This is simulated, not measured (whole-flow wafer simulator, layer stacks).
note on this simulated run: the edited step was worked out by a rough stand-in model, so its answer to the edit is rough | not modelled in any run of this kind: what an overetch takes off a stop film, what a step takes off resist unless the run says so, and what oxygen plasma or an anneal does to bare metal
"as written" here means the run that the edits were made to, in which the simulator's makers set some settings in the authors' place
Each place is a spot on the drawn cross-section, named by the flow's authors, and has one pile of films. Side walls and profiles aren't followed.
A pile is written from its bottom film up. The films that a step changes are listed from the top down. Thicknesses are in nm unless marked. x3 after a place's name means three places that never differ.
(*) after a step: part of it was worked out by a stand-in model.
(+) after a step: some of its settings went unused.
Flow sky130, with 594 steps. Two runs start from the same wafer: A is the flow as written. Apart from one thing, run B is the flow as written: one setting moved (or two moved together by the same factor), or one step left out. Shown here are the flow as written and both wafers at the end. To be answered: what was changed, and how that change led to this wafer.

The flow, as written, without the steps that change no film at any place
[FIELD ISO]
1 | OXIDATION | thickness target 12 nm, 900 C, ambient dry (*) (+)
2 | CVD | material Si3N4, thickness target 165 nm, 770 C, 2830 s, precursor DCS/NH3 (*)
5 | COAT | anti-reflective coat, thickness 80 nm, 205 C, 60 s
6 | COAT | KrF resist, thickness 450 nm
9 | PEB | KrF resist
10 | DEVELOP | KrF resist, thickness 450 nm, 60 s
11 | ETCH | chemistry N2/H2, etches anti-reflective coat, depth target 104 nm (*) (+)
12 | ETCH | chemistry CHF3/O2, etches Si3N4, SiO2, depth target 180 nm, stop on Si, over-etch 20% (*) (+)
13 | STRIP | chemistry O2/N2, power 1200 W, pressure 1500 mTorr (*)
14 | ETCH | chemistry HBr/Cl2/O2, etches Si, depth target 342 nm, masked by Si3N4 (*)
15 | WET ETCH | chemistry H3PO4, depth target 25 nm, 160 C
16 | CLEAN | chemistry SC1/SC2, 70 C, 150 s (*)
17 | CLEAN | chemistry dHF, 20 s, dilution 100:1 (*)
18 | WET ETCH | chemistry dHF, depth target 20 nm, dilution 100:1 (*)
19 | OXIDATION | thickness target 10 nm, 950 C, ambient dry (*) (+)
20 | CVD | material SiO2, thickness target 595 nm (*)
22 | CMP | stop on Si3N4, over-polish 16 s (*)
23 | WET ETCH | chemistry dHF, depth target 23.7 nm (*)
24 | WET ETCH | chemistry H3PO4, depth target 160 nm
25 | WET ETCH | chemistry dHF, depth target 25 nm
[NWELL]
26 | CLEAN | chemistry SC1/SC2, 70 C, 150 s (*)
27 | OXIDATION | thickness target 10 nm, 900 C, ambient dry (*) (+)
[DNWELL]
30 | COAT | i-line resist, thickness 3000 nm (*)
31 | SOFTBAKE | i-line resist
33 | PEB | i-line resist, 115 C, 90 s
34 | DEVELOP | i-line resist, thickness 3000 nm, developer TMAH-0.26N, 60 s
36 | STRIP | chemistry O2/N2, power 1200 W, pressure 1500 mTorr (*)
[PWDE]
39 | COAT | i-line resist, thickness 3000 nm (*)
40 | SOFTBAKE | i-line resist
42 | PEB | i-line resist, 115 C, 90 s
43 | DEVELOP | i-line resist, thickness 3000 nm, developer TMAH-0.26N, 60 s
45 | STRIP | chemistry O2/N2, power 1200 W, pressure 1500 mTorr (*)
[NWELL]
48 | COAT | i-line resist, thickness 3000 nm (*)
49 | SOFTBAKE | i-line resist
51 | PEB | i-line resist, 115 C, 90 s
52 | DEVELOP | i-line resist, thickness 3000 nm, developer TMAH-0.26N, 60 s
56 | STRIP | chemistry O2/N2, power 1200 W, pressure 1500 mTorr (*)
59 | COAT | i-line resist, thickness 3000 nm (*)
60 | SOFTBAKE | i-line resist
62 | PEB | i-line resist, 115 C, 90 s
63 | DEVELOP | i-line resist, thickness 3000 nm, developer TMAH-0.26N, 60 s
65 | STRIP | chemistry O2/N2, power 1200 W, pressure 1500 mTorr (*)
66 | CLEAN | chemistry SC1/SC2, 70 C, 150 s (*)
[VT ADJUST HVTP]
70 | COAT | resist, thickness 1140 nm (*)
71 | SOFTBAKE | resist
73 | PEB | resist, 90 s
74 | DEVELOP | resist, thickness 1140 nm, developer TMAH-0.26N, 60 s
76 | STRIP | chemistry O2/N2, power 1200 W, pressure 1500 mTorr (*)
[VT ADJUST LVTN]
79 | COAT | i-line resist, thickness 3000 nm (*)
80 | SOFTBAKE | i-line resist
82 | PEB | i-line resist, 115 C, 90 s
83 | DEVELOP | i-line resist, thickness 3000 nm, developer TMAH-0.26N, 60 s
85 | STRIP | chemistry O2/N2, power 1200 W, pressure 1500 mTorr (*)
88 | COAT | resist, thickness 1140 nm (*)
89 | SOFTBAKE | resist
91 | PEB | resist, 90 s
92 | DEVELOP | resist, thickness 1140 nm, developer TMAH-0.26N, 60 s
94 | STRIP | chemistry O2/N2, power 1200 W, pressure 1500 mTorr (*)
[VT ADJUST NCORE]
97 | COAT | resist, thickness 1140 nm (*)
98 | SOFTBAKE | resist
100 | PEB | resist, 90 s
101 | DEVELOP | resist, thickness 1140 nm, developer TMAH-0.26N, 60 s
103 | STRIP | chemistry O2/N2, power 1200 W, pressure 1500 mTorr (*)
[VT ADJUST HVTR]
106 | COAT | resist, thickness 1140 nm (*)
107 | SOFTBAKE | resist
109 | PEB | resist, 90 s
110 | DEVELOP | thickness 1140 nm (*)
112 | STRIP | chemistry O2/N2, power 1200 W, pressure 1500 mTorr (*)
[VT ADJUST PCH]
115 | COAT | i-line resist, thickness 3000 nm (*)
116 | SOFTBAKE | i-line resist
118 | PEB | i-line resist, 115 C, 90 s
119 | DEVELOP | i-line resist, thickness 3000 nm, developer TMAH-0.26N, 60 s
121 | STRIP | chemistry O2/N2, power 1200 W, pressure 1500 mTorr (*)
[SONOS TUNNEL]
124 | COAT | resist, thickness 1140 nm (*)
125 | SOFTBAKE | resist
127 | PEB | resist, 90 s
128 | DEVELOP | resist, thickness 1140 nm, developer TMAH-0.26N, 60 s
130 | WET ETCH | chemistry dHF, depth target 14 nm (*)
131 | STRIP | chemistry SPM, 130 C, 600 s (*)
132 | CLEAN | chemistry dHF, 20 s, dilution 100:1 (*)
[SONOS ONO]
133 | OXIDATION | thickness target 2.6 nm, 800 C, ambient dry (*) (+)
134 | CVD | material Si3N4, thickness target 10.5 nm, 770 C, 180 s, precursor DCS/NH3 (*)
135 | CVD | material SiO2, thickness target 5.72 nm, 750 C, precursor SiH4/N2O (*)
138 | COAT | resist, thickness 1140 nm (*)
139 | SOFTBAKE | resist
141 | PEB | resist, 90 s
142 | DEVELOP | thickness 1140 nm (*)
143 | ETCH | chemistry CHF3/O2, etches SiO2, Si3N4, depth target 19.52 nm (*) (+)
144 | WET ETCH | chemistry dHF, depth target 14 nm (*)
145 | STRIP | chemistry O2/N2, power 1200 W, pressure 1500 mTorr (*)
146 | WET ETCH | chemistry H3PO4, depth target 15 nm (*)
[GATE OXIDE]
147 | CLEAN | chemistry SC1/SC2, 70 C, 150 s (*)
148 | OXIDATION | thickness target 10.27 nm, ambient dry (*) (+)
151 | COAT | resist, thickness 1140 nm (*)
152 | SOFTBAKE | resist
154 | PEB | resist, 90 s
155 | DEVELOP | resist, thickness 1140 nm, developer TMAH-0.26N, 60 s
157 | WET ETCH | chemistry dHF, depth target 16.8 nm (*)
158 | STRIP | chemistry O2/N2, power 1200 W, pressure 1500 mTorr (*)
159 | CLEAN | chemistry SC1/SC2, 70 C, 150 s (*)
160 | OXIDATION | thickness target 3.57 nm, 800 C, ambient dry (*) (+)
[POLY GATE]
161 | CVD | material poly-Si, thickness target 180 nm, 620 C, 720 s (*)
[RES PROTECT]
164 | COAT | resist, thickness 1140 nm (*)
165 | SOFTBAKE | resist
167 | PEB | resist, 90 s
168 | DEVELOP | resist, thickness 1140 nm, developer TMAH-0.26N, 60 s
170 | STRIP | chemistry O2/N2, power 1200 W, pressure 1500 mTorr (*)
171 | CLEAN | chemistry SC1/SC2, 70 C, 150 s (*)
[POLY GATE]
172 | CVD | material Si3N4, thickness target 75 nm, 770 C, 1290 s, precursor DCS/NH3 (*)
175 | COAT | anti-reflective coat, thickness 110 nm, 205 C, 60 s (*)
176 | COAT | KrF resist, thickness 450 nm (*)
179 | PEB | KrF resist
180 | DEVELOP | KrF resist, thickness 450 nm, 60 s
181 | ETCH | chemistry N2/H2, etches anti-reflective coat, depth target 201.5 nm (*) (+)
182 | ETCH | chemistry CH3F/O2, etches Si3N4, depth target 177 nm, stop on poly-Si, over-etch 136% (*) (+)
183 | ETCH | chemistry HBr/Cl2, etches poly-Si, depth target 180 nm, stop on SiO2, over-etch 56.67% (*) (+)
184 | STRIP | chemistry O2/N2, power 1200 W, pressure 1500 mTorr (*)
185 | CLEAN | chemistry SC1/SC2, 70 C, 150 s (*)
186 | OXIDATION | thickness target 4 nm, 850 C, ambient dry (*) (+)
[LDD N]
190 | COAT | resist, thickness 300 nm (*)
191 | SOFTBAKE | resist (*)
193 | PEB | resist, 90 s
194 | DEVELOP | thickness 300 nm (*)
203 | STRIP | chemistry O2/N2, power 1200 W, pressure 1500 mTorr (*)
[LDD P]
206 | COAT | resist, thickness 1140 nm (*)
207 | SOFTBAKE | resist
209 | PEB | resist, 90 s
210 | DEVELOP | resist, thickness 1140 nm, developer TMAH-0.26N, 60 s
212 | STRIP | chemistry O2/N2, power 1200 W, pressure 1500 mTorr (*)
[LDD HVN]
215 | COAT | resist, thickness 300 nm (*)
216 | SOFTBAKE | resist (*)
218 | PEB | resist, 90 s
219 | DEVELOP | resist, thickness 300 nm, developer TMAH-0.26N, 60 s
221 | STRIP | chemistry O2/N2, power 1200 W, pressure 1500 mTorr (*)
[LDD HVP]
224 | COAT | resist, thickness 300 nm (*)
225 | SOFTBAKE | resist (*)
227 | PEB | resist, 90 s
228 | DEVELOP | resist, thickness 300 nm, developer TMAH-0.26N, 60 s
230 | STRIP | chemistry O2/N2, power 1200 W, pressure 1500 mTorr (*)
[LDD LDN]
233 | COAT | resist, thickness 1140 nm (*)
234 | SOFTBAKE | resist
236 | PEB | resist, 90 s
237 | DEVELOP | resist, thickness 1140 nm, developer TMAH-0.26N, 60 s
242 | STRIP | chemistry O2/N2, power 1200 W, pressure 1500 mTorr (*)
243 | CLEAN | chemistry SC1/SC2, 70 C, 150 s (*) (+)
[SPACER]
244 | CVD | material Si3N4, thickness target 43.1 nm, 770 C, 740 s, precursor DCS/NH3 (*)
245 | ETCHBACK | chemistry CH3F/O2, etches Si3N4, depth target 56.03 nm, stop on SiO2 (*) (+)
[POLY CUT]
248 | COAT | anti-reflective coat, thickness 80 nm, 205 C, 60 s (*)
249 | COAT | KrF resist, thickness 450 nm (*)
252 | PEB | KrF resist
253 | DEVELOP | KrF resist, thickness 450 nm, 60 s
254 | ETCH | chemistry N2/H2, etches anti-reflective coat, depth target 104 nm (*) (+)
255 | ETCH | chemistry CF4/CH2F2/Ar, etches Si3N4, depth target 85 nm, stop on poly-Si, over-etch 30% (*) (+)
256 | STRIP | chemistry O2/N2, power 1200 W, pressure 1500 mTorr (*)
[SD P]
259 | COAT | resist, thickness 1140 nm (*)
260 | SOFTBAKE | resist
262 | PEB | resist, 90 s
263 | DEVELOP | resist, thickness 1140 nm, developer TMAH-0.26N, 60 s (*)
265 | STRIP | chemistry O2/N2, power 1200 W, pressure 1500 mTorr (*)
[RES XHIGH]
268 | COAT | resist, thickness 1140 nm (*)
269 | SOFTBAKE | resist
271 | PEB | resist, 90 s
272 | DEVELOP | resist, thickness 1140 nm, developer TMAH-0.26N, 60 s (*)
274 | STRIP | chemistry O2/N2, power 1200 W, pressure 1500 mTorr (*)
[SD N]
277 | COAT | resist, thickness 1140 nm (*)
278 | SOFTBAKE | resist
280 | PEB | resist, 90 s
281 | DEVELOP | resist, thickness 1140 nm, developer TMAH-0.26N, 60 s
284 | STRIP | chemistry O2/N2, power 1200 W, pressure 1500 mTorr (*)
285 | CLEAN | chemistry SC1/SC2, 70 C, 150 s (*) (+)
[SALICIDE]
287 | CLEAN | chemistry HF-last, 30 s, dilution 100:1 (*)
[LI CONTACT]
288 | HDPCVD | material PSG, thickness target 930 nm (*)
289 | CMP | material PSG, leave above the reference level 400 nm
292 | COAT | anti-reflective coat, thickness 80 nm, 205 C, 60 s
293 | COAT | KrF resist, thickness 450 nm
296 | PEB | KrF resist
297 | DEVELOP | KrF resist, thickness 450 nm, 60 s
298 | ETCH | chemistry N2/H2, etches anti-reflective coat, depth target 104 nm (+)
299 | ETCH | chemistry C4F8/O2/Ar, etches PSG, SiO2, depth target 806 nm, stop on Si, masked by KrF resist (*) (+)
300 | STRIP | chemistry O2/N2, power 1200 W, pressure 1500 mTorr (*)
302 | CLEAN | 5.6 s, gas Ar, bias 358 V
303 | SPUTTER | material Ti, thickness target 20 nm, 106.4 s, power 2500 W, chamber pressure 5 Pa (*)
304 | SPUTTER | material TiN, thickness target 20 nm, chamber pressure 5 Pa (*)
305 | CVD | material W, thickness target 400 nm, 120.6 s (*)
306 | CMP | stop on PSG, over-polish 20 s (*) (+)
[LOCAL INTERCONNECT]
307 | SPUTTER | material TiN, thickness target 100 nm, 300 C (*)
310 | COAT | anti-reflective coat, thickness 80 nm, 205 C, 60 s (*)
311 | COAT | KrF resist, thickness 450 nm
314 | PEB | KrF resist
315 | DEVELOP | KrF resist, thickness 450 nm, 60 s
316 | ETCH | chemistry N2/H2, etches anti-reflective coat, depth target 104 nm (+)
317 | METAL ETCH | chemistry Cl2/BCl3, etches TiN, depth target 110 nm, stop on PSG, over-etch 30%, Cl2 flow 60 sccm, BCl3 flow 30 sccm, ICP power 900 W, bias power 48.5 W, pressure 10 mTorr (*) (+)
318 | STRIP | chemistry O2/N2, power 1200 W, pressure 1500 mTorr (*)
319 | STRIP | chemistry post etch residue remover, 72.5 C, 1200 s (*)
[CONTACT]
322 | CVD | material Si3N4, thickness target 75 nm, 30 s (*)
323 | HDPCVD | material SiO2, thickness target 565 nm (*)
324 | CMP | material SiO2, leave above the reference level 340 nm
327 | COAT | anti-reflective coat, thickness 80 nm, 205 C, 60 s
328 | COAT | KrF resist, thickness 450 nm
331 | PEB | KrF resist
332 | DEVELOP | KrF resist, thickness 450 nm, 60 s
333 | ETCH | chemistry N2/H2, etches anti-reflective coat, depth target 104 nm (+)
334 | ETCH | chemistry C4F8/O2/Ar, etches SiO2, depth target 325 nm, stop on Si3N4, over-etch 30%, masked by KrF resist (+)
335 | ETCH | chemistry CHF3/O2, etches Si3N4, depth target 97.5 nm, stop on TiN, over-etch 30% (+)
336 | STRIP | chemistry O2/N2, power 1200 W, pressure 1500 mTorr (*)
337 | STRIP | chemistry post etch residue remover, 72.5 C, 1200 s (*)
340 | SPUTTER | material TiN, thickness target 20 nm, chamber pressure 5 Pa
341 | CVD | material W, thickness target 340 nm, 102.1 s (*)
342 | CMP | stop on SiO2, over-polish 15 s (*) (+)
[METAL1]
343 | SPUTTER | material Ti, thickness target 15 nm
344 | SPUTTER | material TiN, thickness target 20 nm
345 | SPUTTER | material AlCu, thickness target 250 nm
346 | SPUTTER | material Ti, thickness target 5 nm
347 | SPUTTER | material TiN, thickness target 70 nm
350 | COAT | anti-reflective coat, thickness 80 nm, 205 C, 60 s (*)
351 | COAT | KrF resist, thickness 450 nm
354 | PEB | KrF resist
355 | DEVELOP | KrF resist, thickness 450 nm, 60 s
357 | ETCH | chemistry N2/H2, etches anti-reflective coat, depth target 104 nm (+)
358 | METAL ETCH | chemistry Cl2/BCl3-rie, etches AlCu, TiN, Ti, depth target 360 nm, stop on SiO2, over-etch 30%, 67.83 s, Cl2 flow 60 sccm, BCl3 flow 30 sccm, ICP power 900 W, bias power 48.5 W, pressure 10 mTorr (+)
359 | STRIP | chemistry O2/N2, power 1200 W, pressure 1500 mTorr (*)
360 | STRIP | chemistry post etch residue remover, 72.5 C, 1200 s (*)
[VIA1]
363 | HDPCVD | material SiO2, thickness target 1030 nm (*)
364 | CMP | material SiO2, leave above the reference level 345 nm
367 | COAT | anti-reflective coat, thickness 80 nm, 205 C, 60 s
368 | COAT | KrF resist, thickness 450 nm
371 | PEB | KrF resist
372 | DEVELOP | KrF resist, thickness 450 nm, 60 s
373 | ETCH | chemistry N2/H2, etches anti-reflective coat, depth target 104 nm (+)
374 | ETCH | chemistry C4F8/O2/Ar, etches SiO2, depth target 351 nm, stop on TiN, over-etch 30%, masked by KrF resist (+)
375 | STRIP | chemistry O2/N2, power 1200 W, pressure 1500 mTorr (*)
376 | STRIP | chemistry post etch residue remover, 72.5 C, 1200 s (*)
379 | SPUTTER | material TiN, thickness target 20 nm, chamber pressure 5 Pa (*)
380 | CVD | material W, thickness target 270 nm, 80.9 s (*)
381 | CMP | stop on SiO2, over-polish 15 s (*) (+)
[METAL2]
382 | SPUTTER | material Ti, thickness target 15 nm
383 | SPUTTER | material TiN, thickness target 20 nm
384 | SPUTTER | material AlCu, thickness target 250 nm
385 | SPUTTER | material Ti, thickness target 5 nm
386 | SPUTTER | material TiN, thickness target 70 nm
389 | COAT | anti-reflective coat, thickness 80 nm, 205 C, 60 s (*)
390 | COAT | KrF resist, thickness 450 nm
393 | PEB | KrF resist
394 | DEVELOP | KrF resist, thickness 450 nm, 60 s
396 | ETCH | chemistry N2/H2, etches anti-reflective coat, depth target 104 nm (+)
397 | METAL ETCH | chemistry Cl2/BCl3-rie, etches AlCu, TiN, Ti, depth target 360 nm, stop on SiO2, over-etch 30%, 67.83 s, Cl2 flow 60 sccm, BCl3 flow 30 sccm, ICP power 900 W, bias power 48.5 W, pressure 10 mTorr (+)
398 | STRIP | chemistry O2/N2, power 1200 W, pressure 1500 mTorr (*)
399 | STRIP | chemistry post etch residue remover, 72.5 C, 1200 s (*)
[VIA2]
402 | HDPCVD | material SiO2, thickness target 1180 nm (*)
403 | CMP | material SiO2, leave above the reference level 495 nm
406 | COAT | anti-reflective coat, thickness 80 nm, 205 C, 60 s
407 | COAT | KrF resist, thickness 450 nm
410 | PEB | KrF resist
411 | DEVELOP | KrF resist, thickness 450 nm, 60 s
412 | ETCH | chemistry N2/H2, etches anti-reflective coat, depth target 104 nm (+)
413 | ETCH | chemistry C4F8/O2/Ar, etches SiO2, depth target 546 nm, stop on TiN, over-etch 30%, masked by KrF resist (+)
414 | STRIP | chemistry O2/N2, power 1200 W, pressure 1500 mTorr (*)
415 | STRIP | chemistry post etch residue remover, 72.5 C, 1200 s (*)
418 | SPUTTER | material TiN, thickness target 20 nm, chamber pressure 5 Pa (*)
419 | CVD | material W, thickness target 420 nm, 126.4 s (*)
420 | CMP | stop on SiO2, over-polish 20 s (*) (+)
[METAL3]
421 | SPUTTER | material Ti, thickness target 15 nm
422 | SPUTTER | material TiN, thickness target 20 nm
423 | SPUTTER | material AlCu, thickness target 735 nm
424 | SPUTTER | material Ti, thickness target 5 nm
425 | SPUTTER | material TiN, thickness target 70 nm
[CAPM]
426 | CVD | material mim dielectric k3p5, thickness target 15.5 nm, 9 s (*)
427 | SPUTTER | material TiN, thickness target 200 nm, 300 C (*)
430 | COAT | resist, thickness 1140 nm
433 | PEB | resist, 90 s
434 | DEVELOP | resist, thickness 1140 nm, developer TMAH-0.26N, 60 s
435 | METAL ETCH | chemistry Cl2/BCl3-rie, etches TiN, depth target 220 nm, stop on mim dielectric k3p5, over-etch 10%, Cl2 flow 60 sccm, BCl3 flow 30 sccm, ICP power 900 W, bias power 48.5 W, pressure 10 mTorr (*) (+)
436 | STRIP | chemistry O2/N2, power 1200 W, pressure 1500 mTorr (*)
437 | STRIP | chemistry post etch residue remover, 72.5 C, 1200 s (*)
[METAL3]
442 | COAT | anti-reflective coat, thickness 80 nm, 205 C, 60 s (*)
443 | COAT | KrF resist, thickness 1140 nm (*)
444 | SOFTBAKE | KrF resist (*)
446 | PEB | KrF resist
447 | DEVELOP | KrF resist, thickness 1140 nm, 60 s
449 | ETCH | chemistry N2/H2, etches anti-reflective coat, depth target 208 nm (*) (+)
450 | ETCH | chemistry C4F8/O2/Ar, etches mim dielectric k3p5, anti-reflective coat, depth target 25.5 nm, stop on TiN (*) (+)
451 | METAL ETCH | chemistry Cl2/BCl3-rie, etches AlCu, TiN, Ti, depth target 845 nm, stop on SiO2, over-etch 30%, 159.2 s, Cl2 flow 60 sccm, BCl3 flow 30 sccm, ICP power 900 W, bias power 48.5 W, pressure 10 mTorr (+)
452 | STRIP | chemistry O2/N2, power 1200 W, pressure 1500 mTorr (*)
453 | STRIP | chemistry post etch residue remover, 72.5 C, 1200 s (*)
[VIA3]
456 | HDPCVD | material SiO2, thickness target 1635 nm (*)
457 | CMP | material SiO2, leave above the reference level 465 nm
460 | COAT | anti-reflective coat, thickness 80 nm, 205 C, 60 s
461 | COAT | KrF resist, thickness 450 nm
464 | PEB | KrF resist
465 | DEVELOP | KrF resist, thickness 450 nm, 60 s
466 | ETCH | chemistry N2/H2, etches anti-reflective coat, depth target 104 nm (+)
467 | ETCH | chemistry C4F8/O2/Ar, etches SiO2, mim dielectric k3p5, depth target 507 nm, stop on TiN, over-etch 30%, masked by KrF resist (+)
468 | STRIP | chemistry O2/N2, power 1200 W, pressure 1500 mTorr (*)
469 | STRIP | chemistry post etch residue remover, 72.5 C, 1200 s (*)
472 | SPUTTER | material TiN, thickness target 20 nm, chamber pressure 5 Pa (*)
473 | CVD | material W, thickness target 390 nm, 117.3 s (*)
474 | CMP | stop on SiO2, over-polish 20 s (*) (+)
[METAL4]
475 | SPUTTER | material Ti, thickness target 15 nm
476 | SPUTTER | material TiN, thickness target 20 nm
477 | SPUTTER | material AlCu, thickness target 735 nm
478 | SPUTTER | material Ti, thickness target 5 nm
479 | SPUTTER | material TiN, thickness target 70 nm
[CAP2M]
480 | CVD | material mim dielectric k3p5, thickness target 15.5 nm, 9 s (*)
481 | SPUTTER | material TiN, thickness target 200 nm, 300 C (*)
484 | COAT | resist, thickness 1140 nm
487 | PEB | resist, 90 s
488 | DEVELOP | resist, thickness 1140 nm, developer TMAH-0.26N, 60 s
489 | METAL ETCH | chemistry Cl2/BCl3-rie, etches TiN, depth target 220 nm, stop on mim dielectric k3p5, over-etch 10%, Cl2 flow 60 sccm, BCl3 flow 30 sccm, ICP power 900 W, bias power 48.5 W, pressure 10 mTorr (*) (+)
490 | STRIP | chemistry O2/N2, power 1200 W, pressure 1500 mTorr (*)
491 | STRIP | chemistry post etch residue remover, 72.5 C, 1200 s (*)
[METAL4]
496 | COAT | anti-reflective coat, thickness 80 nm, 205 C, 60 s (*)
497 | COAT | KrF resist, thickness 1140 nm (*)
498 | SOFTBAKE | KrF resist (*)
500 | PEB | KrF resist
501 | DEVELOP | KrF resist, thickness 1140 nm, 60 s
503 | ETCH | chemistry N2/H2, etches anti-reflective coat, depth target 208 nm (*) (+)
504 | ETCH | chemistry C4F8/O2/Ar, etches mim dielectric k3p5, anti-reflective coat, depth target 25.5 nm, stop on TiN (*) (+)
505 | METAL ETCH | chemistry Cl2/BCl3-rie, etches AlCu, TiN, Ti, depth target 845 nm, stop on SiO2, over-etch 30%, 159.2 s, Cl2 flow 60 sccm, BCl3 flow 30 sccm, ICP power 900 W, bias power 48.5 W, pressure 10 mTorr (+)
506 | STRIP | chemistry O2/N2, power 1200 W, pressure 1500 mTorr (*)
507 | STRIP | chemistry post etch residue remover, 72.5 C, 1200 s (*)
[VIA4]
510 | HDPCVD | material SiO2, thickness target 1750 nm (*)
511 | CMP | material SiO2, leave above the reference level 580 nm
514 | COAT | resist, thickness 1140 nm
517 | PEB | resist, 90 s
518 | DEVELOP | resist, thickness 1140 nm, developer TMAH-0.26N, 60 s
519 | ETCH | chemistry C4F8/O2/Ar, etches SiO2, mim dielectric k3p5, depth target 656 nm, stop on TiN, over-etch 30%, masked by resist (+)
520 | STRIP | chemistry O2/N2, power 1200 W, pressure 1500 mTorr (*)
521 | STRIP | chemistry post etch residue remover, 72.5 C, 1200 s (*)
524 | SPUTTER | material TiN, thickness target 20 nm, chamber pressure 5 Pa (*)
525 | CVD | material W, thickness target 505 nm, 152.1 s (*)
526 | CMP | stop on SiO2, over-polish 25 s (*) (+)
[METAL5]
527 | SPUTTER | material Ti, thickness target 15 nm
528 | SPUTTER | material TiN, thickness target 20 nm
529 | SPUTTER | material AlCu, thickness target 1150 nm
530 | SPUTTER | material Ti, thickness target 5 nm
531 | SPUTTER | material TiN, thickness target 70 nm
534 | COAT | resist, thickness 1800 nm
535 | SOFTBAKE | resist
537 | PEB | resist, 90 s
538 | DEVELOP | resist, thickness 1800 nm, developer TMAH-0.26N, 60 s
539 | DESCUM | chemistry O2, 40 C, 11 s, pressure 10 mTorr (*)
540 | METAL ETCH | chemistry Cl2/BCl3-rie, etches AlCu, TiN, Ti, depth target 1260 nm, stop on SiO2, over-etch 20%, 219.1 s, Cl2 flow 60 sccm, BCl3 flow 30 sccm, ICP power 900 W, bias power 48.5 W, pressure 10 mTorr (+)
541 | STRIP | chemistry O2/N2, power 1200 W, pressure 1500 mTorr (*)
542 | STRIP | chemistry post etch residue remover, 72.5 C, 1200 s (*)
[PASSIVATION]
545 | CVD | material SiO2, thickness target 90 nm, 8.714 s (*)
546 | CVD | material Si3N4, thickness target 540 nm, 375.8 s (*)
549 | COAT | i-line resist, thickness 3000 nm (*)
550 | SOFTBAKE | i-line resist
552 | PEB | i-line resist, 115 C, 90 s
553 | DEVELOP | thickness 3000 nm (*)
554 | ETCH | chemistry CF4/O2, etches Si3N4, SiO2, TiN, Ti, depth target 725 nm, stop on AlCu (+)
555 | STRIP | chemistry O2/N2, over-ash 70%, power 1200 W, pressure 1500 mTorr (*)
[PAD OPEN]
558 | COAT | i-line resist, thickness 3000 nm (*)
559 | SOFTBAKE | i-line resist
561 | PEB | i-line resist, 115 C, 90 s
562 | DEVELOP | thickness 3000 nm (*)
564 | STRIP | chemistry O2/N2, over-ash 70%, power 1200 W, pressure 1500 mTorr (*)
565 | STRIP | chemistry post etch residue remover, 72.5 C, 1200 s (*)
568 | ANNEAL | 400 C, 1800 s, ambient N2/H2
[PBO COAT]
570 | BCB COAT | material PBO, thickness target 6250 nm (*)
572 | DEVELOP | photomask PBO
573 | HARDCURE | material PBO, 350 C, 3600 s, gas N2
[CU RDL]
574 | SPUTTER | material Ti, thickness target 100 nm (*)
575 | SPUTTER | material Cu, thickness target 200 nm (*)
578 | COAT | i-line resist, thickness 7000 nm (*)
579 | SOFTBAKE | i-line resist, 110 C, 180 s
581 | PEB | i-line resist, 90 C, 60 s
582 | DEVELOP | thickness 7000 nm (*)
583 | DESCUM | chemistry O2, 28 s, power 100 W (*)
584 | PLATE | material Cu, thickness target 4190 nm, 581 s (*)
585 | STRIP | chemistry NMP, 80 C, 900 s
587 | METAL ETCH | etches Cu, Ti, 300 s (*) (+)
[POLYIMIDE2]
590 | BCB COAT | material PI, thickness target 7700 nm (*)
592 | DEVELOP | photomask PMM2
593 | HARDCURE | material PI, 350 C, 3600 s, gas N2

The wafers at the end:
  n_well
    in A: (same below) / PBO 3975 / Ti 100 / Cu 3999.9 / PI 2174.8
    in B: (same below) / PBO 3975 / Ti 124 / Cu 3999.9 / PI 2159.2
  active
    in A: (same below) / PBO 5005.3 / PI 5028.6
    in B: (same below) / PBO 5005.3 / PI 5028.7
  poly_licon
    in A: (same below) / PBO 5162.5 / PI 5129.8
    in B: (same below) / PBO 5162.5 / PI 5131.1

The reason: step 574, SPUTTER: thickness target 124 nm was run, whereas the flow has thickness target 100 nm.
The wafer lets one read it off: n_well has Ti 124, and step 574 as written asks for 100 nm.

Step by step, how the change led to this:
  574 | SPUTTER | material Ti, thickness target 100 nm (*)
      field, active, n_well and 190 more: A +100 Ti (new film) | B +124 Ti (new film)
  587 | METAL ETCH | etches Cu, Ti, 300 s (*) (+)
      field, active, gate and 167 more: A -200 Cu (all of it), -100 Ti (all of it) | B -200 Cu (all of it), -124 Ti (all of it)
  590 | BCB COAT | material PI, thickness target 7700 nm (*)
      de16_gate_nw: A +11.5 um PI (new film) | B +11.53 um PI (new film)
